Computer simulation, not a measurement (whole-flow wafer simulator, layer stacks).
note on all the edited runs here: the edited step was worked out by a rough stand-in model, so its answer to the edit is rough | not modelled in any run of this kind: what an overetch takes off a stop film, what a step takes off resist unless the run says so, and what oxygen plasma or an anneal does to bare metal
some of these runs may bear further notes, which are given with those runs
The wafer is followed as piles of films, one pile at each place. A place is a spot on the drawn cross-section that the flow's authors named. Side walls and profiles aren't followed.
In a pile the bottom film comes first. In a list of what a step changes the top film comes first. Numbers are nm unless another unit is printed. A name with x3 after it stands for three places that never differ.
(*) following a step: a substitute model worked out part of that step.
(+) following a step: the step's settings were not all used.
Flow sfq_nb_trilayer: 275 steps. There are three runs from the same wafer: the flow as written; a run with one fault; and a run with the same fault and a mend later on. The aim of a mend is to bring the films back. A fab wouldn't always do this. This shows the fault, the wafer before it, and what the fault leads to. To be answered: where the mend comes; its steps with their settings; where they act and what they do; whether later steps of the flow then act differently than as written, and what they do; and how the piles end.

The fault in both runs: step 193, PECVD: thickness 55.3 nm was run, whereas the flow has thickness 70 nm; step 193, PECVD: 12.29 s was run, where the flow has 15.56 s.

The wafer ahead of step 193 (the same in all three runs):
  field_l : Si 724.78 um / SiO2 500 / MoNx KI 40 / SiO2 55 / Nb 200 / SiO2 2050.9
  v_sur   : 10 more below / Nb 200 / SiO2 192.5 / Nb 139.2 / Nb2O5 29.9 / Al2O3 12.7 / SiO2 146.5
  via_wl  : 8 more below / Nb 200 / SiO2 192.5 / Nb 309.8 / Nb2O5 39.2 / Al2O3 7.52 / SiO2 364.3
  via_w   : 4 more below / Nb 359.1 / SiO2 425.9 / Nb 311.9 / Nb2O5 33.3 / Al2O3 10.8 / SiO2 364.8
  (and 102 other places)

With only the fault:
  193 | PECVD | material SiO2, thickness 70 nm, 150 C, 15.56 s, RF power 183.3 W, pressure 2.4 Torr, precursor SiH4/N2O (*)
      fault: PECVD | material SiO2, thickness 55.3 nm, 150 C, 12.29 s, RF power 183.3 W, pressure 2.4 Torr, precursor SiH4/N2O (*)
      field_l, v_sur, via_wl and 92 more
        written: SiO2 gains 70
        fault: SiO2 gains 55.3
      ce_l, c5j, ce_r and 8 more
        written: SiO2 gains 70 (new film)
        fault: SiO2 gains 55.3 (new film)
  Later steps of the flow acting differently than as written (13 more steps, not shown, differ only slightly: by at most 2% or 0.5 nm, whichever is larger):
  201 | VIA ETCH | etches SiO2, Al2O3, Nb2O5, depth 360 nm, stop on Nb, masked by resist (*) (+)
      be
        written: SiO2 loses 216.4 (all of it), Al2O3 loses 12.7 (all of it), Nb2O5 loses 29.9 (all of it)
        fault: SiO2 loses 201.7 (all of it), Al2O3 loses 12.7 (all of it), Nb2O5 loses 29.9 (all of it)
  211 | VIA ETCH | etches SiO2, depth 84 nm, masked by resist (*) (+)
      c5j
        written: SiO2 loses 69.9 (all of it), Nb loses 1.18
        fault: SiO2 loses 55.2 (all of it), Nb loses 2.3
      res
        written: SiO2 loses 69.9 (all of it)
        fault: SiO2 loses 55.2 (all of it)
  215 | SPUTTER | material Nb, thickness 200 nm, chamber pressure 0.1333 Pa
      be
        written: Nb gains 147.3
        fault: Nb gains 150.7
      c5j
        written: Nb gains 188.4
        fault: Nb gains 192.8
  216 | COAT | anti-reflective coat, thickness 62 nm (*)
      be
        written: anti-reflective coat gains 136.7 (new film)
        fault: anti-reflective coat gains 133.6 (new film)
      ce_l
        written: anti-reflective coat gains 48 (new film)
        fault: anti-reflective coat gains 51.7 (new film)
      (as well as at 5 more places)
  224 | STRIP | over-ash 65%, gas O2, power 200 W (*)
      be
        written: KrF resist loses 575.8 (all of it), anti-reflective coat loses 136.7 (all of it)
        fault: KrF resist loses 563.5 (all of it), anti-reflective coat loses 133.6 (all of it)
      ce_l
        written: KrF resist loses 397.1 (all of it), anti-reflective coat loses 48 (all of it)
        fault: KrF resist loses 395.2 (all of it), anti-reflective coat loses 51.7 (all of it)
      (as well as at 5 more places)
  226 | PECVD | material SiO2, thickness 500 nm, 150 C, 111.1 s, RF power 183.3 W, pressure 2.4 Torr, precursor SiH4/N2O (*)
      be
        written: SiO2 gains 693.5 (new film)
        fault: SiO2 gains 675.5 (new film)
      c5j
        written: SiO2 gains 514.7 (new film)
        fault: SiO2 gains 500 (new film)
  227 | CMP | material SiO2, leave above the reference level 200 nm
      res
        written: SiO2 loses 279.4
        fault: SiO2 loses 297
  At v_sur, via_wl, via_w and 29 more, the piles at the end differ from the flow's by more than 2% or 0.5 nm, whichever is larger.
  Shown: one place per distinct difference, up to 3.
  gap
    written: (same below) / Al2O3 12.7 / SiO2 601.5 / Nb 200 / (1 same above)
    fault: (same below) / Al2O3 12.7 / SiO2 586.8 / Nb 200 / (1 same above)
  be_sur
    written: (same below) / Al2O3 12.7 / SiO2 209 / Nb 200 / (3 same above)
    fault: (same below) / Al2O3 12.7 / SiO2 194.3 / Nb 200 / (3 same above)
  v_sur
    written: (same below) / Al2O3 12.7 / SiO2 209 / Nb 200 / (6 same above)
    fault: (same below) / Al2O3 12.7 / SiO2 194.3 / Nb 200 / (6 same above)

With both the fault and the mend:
  The mend follows step 193.
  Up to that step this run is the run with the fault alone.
  193a | PECVD | material SiO2, thickness 14.7 nm, 150 C, 3.267 s, RF power 183.3 W, pressure 2.4 Torr, precursor SiH4/N2O (*) (the flow's step 193 again, with other settings)
      field_l, v_sur, via_wl and 103 more
        SiO2 gains 14.7
  None of the later steps of the flow differs from how it acts as written, at any place that is followed, by more than 2% or 0.5 nm, whichever is larger.
  The piles end the same as the flow's at every place that both follow.
